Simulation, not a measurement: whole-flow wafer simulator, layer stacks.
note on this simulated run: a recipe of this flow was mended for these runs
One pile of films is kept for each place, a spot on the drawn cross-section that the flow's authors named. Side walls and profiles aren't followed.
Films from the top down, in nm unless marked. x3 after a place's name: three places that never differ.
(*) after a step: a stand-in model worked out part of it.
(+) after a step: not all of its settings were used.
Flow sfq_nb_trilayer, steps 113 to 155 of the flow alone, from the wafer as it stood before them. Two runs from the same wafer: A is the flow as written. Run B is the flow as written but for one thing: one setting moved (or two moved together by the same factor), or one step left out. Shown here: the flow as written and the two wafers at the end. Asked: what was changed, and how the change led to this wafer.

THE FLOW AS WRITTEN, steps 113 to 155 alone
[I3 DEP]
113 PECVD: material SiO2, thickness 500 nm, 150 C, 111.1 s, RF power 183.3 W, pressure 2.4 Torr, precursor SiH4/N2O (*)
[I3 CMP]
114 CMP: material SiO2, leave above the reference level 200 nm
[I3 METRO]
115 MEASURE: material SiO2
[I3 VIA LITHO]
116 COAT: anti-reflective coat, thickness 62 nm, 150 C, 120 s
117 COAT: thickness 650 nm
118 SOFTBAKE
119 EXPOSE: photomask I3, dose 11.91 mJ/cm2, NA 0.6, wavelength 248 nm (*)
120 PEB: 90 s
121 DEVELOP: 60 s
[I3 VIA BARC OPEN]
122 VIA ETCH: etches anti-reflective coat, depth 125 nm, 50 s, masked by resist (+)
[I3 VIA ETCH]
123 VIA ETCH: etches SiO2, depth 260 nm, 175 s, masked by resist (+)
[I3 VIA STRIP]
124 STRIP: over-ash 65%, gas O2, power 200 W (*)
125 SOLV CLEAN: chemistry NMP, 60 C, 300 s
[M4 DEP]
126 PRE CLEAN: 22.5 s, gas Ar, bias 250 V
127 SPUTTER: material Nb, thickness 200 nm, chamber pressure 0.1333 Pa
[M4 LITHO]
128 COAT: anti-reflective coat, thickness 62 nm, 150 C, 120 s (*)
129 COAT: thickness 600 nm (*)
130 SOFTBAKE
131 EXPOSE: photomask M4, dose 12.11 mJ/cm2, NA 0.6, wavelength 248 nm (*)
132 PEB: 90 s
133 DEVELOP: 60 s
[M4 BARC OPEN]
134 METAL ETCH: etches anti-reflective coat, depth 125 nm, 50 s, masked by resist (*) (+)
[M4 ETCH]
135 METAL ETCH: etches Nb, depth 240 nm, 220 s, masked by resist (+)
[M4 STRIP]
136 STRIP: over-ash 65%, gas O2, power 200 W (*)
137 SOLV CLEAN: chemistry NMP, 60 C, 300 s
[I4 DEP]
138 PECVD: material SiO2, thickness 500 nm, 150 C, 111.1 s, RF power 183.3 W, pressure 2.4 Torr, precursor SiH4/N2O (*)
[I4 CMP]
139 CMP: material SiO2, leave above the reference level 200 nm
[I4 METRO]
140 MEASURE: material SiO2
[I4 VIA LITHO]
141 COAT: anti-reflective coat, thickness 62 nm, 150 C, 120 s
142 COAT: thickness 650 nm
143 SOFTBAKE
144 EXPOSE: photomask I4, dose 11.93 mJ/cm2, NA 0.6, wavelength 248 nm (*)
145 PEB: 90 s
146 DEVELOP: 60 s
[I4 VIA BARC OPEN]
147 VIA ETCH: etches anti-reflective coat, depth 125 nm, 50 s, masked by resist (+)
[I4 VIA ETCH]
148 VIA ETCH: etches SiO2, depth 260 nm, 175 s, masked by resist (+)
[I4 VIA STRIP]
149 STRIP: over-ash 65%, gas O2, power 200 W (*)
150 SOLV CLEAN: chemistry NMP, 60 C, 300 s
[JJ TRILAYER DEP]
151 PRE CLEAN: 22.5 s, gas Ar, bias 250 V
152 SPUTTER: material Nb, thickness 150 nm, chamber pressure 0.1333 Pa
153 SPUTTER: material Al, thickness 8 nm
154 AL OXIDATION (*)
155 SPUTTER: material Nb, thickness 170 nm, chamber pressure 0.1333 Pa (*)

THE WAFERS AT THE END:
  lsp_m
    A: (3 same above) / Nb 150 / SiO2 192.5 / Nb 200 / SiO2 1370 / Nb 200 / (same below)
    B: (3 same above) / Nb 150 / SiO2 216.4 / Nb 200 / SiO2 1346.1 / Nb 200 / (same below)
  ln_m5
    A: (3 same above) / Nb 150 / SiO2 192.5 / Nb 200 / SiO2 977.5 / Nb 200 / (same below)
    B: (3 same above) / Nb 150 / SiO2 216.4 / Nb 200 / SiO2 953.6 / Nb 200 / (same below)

The cause: step 113, PECVD: 84.44 s was run, where the flow has 111.1 s.

How the change led to this, step by step:
  113 PECVD: material SiO2, thickness 500 nm, 150 C, 111.1 s, RF power 183.3 W, pressure 2.4 Torr, precursor SiH4/N2O (*)
      field_l, be, be_sur and 64 more: A SiO2 +500 | B SiO2 +380.1
      v_sur, via_wl, via_wr and 27 more: A SiO2 +500 (new film) | B SiO2 +380.1 (new film)
      (and at 9 more places)
  114 CMP: material SiO2, leave above the reference level 200 nm
      field_l, be, be_sur and 64 more: A SiO2 -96 | B nothing
      p4_g1, p4_g2, p3_s0, p3_s1, p3_s2, p3_s3, p3_s4, p3_s5: A SiO2 -157.1 | B nothing
      (and at 31 more places)
  116 COAT: anti-reflective coat, thickness 62 nm, 150 C, 120 s
      m0r_line_l x6, m5r_space_l x2: A anti-reflective coat +62 (new film) | B anti-reflective coat +66.8 (new film)
      m0r_space_l, m0r_space_r, m6r_space_l x2, m6r_space_r x2: A anti-reflective coat +62 (new film) | B anti-reflective coat +68.7 (new film)
      (and at 52 more places)
  122 VIA ETCH: etches anti-reflective coat, depth 125 nm, 50 s, masked by resist (+)
      via_v: A anti-reflective coat -62 (all of it), SiO2 -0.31 | B anti-reflective coat -59.9 (all of it), SiO2 -0.33
  124 STRIP: over-ash 65%, gas O2, power 200 W (*)
      m0r_line_l x6: A KrF-resist-other-grade -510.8 (all of it), anti-reflective coat -62 (all of it) | B KrF-resist-other-grade -512.8 (all of it), anti-reflective coat -66.8 (all of it)
      m0r_space_l, m0r_space_r, m6r_space_l x2, m6r_space_r x2: A KrF-resist-other-grade -510.8 (all of it), anti-reflective coat -62 (all of it) | B KrF-resist-other-grade -511.2 (all of it), anti-reflective coat -68.7 (all of it)
      (and at 53 more places)
  128 COAT: anti-reflective coat, thickness 62 nm, 150 C, 120 s (*)
      m0r_line_l x6: A anti-reflective coat +62 (new film) | B anti-reflective coat +65.9 (new film)
      m0r_space_l, m0r_space_r, m6r_space_l x2, m6r_space_r x2: A anti-reflective coat +62 (new film) | B anti-reflective coat +67.6 (new film)
      (and at 53 more places)
  134 METAL ETCH: etches anti-reflective coat, depth 125 nm, 50 s, masked by resist (*) (+)
      m0r_line_l x6: A anti-reflective coat -62 (all of it) | B anti-reflective coat -65.9 (all of it)
      m0r_space_l, m0r_space_r, m6r_space_l x2, m6r_space_r x2: A anti-reflective coat -62 (all of it) | B anti-reflective coat -67.6 (all of it)
      (and at 31 more places)
  136 STRIP: over-ash 65%, gas O2, power 200 W (*)
      p3_l2, p3_l3, p3_l4: A KrF-resist-other-grade -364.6 (all of it), anti-reflective coat -62 (all of it) | B KrF-resist-other-grade -363.9 (all of it), anti-reflective coat -50.4 (all of it)
      v_sur: A KrF-resist-other-grade -360.6 (all of it), anti-reflective coat -64.7 (all of it) | B KrF-resist-other-grade -358.5 (all of it), anti-reflective coat -54.3 (all of it)
      (and at 20 more places)
  138 PECVD: material SiO2, thickness 500 nm, 150 C, 111.1 s, RF power 183.3 W, pressure 2.4 Torr, precursor SiH4/N2O (*)
      p3_s0, p3_s1, p3_s2, p3_s3, p3_s4, p3_s5: A SiO2 +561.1 | B SiO2 +585
  139 CMP: material SiO2, leave above the reference level 200 nm
      field_l, be, be_sur and 55 more: A SiO2 -96 | B SiO2 -72.1
      ln_m5, lsp_m, ln_m6, p4_fl, p4_fm, p4_g1, p4_g2, p4_fr: A SiO2 -300 | B SiO2 -276.1
      (and at 3 more places)
